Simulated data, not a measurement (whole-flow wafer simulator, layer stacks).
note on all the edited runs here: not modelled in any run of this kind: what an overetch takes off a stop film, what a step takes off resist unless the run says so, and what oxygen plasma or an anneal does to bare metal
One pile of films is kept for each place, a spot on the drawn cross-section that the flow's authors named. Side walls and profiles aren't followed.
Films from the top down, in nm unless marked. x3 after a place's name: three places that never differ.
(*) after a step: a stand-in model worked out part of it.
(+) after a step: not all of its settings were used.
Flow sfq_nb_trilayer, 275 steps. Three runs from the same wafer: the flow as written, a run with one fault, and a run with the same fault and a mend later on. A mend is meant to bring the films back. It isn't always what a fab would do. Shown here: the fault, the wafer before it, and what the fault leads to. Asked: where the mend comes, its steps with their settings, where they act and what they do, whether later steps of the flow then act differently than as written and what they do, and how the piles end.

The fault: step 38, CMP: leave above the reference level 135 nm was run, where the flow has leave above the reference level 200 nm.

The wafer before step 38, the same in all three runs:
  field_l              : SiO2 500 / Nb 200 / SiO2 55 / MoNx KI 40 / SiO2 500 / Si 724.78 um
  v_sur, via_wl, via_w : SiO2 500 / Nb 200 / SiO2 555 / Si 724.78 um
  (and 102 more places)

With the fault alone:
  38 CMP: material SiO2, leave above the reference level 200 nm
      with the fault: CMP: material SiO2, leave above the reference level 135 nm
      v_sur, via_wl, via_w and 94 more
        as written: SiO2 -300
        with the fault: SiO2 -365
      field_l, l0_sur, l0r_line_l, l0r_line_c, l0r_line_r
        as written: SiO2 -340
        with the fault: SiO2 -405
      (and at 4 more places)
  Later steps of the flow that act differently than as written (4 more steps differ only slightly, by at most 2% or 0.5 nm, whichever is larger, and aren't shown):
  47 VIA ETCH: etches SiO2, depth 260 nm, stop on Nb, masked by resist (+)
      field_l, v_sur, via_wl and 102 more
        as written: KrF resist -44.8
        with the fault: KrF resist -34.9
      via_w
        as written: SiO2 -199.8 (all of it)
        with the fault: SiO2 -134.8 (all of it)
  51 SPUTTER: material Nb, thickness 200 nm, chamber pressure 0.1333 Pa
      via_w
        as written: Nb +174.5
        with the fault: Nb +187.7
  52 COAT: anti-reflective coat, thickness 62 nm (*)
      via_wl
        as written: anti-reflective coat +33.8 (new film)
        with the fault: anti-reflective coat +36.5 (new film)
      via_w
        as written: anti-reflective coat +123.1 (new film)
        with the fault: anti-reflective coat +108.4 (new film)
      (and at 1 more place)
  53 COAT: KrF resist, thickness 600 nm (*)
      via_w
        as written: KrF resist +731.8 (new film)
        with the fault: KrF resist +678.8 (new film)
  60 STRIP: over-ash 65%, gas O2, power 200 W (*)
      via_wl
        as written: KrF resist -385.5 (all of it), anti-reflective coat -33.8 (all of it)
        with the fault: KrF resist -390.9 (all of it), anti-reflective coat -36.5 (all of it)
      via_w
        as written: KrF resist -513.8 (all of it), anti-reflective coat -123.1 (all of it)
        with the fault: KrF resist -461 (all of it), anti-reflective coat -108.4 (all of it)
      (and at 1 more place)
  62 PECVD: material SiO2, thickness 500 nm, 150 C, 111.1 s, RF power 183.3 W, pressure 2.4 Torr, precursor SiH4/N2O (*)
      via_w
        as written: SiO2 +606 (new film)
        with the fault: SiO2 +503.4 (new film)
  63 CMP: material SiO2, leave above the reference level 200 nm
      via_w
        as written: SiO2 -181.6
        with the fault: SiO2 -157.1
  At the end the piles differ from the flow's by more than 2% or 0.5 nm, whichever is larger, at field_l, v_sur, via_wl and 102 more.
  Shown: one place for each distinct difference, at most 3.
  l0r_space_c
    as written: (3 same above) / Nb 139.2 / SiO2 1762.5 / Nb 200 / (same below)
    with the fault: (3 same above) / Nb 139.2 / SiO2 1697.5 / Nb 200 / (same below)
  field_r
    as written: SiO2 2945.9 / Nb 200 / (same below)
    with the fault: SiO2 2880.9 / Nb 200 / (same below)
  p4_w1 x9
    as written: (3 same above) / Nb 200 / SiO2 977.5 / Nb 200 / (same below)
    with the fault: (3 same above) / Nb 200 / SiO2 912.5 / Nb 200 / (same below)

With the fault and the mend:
  The mend comes after step 45.
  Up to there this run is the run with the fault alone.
  45a STRIP: over-ash 65%, gas O2, power 200 W (*)
      field_l, v_sur, via_wl and 102 more
        KrF resist -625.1 (all of it), anti-reflective coat -62 (all of it)
      via_w
        anti-reflective coat -62 (all of it)
  45b PECVD: material SiO2, thickness 65 nm, 150 C, 14.44 s, RF power 183.3 W, pressure 2.4 Torr, precursor SiH4/N2O (the flow's step 37 once more, with other settings)
      field_l, v_sur, via_wl and 103 more
        SiO2 +65
  45c COAT: anti-reflective coat, thickness 62 nm (the flow's step 40 once more)
      field_l, v_sur, via_wl and 103 more
        anti-reflective coat +62 (new film)
  45d COAT: KrF resist, thickness 650 nm (the flow's step 41 once more)
      field_l, v_sur, via_wl and 103 more
        KrF resist +650 (new film)
  45e SOFTBAKE: KrF resist (the flow's step 42 once more)
      changes no film at any place that is followed
  45f EXPOSE: photomask I0, dose 11.91 mJ/cm2, NA 0.6, wavelength 248 nm (*) (the flow's step 43 once more)
      changes no film at any place that is followed
  45g PEB: KrF resist, 90 s (the flow's step 44 once more)
      field_l, v_sur, via_wl and 103 more
        KrF resist -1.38
  45h DEVELOP: KrF resist, thickness 650 nm, 60 s (the flow's step 45 once more)
      field_l, v_sur, via_wl and 102 more
        KrF resist -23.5
      via_w
        KrF resist -648.6 (all of it)
  No later step of the flow acts differently than as written, at any place that is followed, by more than 2% or 0.5 nm, whichever is larger.
  At the end the piles differ from the flow's only slightly at the places that both follow, by at most 2% or 0.5 nm, whichever is larger.
